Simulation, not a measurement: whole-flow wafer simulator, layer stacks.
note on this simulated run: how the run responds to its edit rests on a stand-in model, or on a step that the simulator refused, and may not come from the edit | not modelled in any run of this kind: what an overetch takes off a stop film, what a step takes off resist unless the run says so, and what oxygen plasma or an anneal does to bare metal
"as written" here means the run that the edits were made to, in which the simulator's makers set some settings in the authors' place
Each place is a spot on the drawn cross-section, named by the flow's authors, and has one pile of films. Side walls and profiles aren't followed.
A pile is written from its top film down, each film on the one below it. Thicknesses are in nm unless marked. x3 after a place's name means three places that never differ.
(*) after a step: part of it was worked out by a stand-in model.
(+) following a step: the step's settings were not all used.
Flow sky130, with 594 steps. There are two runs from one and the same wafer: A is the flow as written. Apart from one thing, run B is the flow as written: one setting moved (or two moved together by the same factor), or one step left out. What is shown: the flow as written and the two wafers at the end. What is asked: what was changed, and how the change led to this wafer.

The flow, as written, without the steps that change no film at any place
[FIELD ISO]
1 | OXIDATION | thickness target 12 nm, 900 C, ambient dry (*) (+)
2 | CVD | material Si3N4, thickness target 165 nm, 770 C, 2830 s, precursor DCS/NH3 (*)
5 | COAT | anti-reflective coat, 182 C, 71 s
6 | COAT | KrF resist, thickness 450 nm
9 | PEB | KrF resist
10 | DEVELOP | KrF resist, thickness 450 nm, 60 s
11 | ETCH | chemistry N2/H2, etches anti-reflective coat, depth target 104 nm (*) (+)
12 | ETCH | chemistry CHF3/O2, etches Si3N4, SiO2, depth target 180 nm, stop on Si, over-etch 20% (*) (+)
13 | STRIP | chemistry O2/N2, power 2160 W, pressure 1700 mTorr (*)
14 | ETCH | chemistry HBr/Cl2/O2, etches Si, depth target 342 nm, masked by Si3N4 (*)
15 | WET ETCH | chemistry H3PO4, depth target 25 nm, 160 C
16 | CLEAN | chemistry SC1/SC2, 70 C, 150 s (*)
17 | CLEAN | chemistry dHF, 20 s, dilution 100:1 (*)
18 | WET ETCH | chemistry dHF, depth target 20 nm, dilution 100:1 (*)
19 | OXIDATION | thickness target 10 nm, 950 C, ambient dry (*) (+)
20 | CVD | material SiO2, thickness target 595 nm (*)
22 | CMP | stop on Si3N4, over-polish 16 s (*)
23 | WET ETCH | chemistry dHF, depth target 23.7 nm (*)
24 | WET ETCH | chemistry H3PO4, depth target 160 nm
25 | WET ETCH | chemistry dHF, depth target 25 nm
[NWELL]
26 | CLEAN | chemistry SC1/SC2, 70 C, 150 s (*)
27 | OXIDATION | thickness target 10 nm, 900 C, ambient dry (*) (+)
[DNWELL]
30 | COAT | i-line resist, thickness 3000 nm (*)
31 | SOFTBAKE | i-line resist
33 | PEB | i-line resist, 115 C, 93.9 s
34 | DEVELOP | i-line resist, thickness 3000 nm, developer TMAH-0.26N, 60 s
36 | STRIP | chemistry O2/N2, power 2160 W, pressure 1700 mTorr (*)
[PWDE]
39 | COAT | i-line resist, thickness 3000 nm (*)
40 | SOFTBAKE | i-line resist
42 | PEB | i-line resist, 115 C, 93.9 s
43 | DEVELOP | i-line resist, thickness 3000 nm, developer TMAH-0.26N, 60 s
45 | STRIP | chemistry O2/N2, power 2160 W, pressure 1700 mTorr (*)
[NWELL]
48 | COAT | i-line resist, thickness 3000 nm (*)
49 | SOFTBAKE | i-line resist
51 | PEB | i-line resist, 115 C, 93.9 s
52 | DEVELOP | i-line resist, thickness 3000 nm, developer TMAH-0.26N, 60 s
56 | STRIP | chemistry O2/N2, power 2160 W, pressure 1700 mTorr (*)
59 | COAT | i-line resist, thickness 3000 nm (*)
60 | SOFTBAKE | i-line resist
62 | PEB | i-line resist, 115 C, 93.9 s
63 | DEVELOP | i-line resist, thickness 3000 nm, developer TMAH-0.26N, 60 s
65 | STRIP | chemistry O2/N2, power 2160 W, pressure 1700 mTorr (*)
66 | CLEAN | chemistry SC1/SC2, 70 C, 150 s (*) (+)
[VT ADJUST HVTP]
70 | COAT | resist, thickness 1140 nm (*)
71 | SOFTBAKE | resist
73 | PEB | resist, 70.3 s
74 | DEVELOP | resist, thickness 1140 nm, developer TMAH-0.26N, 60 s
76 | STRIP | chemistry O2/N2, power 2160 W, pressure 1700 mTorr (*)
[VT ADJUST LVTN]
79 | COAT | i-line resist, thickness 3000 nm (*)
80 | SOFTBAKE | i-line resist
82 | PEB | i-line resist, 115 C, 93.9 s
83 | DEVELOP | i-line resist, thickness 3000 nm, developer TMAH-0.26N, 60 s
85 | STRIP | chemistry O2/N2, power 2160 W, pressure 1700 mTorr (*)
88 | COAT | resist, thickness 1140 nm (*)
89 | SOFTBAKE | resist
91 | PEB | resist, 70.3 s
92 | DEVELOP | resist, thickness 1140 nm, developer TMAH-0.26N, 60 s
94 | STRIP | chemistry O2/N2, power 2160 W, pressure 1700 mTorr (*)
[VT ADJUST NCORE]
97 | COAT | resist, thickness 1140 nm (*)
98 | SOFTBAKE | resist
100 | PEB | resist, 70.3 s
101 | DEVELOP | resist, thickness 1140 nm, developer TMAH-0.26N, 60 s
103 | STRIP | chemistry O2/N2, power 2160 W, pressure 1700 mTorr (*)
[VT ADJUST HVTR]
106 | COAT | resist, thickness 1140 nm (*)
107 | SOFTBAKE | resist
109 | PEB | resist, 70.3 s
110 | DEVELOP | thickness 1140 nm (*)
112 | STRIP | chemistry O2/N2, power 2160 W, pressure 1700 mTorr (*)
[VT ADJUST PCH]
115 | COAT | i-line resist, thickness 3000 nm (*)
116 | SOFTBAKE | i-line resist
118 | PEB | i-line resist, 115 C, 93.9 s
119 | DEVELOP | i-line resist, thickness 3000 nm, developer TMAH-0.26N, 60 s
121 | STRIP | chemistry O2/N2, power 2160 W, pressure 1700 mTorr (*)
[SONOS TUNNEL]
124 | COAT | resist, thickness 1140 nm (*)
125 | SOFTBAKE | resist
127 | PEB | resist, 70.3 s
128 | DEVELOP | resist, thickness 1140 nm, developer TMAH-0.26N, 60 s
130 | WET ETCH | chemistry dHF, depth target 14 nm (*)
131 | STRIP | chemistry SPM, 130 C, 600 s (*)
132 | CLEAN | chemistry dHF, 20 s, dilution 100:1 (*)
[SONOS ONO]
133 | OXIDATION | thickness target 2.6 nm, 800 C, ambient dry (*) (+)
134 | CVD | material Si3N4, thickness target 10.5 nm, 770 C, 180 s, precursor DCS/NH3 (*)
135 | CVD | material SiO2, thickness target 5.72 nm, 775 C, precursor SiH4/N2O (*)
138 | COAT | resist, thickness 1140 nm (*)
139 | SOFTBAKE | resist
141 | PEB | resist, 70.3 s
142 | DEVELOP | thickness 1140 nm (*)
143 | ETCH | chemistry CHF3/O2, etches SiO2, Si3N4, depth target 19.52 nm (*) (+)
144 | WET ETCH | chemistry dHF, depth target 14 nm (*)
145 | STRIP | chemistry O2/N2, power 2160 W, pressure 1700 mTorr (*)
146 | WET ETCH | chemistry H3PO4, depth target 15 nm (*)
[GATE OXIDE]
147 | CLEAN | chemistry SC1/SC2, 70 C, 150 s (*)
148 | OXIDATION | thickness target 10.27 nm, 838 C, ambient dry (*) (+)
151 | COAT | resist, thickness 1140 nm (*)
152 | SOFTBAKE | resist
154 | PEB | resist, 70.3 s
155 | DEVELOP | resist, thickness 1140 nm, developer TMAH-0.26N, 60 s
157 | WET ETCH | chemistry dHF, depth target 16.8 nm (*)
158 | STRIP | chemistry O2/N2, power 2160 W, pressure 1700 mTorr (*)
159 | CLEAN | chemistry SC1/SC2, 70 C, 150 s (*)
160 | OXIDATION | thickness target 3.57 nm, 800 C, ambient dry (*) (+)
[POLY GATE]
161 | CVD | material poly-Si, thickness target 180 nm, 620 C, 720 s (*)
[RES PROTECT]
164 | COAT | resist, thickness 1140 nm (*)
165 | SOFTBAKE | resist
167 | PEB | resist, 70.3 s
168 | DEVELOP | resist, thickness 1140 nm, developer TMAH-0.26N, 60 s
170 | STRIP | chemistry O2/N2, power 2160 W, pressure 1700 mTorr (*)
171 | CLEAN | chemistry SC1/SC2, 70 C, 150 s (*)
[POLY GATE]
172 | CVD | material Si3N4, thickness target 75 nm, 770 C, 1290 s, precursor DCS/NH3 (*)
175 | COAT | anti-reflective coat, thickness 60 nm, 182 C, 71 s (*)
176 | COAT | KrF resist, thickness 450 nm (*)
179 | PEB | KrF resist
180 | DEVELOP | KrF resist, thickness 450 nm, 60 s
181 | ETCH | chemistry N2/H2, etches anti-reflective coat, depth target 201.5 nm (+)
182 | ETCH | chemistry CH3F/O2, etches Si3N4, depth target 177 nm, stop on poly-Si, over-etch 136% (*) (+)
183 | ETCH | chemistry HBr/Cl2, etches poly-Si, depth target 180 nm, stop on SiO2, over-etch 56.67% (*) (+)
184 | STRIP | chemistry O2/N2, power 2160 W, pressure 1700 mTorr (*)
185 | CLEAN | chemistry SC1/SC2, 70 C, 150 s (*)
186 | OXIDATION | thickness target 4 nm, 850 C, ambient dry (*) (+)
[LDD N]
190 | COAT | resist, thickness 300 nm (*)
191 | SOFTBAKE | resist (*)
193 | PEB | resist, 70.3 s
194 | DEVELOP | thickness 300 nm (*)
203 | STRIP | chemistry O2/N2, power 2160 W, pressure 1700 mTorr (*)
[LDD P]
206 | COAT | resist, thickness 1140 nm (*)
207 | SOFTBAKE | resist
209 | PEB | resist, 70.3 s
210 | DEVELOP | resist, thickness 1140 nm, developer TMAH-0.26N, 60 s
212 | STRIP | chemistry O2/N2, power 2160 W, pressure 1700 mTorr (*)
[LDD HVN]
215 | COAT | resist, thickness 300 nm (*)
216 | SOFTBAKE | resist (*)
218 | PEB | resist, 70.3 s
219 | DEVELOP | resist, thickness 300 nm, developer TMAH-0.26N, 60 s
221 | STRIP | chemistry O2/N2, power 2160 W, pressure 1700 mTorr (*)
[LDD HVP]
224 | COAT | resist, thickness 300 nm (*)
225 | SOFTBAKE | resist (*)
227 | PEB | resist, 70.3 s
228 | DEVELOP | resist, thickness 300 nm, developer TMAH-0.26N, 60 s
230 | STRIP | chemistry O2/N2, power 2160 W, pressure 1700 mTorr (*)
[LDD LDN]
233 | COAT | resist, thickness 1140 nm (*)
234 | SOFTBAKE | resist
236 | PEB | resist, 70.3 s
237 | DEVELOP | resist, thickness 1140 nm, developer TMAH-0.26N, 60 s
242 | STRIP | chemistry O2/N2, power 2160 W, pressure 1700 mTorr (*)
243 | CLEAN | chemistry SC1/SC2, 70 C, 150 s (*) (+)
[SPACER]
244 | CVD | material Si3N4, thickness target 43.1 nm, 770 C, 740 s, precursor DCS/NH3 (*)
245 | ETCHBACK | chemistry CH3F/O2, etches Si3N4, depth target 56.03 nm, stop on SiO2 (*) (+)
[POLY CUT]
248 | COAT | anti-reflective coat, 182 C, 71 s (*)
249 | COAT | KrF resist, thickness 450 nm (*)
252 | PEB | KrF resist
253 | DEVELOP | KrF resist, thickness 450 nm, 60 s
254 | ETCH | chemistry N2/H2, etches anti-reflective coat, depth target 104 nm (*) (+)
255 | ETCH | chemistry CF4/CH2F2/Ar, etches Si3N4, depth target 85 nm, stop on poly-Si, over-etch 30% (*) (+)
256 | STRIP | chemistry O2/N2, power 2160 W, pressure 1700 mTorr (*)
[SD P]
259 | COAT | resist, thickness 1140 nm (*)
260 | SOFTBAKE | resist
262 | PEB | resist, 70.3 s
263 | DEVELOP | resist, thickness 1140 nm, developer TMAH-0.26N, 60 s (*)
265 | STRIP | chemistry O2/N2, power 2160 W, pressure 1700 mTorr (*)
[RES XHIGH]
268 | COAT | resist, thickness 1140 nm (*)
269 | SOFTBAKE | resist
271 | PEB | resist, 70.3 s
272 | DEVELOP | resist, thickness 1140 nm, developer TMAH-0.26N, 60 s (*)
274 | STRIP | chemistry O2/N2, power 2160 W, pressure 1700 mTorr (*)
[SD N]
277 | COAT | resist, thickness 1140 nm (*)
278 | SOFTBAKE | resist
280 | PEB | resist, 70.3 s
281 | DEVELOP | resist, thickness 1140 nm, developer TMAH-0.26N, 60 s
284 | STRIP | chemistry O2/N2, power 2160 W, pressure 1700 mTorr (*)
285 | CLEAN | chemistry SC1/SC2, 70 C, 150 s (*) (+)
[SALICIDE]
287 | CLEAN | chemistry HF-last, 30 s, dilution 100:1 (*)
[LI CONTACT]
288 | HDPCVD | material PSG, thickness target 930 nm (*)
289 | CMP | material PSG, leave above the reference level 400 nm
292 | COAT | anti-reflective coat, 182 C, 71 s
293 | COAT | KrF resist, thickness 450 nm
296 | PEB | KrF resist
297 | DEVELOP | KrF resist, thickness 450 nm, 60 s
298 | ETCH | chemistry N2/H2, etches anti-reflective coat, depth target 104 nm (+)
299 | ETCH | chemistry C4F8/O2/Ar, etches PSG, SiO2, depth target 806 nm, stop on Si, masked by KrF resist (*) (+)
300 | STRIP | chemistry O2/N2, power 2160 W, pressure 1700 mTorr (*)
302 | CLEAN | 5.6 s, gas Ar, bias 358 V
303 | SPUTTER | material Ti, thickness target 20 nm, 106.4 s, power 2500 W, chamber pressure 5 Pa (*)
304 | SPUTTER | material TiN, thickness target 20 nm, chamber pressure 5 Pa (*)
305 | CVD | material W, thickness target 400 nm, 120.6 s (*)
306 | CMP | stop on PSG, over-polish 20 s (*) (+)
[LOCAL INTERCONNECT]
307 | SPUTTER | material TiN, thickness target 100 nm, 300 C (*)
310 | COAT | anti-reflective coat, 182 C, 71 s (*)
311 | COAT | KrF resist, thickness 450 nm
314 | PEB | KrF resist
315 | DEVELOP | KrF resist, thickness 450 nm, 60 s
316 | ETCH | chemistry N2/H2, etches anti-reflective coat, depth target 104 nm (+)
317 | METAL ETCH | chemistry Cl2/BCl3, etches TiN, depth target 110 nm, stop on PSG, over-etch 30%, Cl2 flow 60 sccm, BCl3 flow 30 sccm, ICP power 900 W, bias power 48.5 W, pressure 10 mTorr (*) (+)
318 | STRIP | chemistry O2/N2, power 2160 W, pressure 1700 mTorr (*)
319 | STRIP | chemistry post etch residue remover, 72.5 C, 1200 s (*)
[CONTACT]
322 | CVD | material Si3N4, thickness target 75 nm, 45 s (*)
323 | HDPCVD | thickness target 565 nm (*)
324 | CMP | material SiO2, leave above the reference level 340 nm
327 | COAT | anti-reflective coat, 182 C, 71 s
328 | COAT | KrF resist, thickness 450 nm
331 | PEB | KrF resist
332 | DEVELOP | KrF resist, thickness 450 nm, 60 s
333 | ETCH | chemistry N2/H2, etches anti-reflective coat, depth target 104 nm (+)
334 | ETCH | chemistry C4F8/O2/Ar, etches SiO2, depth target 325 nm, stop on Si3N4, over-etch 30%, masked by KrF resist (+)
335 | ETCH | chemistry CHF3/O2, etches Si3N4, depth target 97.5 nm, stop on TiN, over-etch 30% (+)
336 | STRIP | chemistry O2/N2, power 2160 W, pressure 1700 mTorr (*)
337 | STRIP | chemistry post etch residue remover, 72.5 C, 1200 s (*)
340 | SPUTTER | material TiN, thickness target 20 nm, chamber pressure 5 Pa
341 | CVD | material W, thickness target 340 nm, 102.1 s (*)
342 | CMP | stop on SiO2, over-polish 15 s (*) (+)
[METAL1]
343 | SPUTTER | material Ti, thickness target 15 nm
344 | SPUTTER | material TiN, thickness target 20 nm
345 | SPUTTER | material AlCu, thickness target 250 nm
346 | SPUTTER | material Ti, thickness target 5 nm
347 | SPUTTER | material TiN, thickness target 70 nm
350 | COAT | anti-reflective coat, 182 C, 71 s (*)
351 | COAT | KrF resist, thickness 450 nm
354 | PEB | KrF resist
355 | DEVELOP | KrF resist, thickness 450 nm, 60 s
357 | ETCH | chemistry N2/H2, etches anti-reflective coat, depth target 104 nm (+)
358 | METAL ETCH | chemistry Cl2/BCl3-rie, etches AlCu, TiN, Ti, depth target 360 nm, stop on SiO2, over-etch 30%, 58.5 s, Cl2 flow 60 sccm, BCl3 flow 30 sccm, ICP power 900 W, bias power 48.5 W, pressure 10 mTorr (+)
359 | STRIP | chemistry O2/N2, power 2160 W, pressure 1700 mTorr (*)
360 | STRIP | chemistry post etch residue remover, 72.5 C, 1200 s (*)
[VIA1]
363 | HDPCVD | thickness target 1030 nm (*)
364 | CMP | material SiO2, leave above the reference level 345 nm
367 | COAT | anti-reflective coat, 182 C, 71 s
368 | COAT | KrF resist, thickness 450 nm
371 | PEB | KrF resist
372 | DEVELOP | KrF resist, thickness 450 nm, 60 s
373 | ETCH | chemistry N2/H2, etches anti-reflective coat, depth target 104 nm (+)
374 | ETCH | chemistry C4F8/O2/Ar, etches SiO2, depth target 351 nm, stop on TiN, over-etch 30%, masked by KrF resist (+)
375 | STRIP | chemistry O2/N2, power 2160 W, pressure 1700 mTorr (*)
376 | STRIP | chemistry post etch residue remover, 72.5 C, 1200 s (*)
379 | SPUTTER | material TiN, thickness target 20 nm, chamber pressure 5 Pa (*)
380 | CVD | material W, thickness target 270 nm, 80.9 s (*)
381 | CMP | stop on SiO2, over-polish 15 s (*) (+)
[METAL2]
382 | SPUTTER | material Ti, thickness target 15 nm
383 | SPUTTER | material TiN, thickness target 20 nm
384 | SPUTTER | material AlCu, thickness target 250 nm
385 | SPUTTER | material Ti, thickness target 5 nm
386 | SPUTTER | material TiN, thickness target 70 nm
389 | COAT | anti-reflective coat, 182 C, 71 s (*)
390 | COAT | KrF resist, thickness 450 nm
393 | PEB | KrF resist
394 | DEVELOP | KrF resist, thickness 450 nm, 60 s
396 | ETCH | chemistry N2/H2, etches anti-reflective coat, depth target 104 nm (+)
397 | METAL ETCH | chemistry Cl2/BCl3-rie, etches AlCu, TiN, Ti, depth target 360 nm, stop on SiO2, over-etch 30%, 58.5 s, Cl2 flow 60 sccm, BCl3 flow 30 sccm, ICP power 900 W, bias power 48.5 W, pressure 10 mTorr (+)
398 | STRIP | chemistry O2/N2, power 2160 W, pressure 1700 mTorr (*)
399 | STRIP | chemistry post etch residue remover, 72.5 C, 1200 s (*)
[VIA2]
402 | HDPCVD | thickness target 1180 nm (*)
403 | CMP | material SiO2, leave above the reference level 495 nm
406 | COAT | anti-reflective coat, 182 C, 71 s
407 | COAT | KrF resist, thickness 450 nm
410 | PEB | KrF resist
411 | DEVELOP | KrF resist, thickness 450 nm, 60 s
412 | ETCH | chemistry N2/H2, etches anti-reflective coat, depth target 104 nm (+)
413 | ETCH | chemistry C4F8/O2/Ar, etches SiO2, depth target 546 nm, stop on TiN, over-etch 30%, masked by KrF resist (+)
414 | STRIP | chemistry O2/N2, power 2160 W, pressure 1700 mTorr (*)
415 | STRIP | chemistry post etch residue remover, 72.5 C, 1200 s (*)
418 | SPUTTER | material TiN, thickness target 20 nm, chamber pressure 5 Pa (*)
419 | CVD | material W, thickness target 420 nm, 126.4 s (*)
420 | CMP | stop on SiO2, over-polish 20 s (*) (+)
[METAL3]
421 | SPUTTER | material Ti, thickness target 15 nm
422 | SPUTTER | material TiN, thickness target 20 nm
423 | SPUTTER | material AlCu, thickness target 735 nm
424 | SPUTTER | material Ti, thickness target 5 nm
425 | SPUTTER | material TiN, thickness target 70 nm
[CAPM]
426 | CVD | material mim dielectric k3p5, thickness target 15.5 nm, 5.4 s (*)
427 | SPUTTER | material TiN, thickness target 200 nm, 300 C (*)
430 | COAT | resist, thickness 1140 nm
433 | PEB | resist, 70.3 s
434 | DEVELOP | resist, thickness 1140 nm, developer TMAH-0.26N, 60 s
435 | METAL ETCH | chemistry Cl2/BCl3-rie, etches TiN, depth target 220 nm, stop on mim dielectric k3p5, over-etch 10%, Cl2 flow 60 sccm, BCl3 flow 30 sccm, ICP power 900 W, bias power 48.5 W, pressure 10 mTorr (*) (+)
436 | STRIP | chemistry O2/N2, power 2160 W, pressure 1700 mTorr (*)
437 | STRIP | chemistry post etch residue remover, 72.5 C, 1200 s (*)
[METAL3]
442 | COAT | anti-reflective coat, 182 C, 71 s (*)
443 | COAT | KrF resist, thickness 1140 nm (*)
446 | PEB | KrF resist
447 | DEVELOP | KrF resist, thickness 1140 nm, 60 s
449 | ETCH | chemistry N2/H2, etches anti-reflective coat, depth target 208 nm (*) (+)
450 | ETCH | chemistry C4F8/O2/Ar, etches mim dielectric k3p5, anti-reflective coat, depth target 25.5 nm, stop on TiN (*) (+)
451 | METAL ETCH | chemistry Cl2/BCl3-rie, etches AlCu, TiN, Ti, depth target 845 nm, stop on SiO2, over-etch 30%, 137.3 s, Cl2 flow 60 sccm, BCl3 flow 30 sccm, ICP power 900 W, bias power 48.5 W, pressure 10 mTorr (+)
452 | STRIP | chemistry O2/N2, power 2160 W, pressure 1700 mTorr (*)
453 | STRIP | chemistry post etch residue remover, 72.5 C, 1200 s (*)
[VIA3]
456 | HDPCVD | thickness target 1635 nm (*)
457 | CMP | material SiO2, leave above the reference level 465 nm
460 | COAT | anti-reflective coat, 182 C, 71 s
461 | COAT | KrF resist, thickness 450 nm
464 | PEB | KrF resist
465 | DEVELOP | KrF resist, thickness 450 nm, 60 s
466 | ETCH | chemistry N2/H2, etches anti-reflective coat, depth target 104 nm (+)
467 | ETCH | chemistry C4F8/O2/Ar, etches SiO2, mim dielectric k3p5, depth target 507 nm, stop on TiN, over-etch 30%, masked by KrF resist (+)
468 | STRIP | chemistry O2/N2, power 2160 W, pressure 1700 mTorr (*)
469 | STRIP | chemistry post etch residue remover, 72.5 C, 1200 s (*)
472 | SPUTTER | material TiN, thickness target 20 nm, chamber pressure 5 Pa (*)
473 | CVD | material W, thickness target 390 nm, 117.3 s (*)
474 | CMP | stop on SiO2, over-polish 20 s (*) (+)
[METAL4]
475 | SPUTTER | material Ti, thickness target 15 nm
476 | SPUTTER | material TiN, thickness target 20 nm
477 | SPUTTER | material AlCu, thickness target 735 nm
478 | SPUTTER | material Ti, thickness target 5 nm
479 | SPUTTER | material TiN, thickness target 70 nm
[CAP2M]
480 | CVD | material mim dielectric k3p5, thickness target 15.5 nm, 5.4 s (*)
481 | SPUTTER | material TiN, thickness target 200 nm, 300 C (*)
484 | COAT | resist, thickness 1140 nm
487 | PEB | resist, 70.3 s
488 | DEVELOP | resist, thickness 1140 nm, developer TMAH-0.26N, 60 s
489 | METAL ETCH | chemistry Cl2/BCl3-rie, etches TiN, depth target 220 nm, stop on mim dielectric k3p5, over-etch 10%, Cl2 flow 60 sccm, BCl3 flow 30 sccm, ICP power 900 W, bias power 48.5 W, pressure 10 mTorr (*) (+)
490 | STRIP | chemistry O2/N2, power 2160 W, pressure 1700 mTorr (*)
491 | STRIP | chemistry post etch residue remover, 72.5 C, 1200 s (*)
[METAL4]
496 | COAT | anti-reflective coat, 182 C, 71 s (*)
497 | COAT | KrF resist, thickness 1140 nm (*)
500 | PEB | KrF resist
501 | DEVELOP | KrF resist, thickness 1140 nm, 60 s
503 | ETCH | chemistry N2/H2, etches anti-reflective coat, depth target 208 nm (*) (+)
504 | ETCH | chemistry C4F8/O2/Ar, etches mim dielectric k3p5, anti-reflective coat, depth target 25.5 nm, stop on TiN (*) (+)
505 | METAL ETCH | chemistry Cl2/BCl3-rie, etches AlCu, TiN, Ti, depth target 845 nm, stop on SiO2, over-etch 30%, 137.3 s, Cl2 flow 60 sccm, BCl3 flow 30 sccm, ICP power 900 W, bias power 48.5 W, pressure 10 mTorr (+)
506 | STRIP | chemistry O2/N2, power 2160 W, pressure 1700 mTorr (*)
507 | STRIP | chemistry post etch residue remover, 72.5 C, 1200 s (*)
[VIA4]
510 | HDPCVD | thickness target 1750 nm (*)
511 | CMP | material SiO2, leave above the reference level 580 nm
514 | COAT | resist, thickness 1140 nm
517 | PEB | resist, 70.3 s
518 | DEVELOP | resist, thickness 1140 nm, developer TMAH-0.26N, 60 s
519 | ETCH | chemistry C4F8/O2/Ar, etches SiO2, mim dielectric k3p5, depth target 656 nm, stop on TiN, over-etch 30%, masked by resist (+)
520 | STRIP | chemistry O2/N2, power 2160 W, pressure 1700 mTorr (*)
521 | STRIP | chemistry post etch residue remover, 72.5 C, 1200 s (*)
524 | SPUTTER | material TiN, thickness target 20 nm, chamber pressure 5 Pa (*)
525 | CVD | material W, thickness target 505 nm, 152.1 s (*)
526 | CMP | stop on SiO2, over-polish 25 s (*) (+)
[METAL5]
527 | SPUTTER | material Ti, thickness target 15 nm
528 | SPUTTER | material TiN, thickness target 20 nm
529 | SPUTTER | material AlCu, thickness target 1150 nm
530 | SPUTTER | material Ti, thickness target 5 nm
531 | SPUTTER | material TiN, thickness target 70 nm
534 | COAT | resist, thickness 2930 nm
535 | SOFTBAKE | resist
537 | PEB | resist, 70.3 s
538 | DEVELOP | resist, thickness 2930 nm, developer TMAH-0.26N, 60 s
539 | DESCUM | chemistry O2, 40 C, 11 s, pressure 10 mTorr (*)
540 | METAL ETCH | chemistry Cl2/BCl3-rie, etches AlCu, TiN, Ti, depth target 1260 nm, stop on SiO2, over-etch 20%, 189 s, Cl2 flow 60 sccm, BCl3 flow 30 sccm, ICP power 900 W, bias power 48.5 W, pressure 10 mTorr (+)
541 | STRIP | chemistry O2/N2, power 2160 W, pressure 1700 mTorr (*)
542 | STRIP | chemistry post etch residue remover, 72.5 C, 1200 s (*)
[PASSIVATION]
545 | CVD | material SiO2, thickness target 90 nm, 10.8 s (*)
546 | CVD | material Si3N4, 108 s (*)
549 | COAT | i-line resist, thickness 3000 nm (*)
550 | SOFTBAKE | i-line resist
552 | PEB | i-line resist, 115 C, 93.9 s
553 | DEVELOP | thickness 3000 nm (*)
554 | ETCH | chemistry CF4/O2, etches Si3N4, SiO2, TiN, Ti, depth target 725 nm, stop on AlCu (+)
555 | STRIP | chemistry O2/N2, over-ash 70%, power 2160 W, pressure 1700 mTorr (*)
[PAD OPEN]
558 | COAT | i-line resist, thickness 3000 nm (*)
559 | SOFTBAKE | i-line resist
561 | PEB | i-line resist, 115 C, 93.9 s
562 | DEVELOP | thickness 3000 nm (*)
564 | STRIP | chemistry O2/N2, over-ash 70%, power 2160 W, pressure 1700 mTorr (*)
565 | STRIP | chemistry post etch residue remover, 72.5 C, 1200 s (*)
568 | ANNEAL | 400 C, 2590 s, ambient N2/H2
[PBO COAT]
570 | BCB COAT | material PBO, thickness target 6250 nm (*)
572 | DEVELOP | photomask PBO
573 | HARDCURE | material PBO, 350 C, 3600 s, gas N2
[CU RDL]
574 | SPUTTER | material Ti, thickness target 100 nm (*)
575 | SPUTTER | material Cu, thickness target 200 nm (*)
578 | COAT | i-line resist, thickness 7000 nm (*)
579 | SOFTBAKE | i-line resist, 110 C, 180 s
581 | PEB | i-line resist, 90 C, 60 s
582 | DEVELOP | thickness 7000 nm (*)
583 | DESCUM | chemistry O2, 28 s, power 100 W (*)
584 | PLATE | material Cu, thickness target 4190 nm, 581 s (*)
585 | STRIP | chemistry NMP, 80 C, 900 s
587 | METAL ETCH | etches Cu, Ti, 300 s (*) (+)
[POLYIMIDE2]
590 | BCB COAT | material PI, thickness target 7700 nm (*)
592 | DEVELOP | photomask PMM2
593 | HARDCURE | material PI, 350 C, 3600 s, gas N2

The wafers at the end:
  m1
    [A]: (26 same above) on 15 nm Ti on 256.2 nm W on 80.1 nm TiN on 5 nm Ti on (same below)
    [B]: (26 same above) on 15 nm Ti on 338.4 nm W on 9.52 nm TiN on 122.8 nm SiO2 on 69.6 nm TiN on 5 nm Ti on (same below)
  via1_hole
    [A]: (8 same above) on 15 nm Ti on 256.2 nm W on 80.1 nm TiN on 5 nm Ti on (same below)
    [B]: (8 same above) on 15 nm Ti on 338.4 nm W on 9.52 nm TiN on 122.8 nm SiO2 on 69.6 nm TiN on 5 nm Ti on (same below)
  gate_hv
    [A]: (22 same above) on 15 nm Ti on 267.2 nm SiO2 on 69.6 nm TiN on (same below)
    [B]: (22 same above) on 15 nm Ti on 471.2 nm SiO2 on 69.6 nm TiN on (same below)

Cause: step 364, CMP: leave above the reference level 549 nm was run, whereas the flow has leave above the reference level 345 nm.

The path from the change to this, step by step:
  364 | CMP | material SiO2, leave above the reference level 345 nm
      n_well, p_well, gate_hv and 100 more: A -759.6 SiO2 | B -555.6 SiO2
      field, active, gate and 81 more: A -389.1 SiO2 | B -185.1 SiO2
      (as well as at 4 more places)
  374 | ETCH | chemistry C4F8/O2/Ar, etches SiO2, depth target 351 nm, stop on TiN, over-etch 30%, masked by KrF resist (+)
      m1, via1_hole: A -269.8 SiO2 (all of it) | B -351 SiO2
  379 | SPUTTER | material TiN, thickness target 20 nm, chamber pressure 5 Pa (*)
      m1: A +11 TiN | B +9.52 TiN (new film)
      via1_hole: A +10.9 TiN | B +9.52 TiN (new film)
  380 | CVD | material W, thickness target 270 nm, 80.9 s (*)
      m1, via1_hole: A +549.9 W (new film) | B +632.1 W (new film)
With metal films that touch counted as one body, m1 has 3 bodies (between them, from the top down: SiO2 122.8; SiO2 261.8 / Si3N4 75); the flow as written gives 2 bodies (between them, from the top down: SiO2 261.8 / Si3N4 75).
With metal films that touch counted as one body, via1_hole has 2 bodies (between them, from the top down: SiO2 122.8); the flow as written gives 1 body.
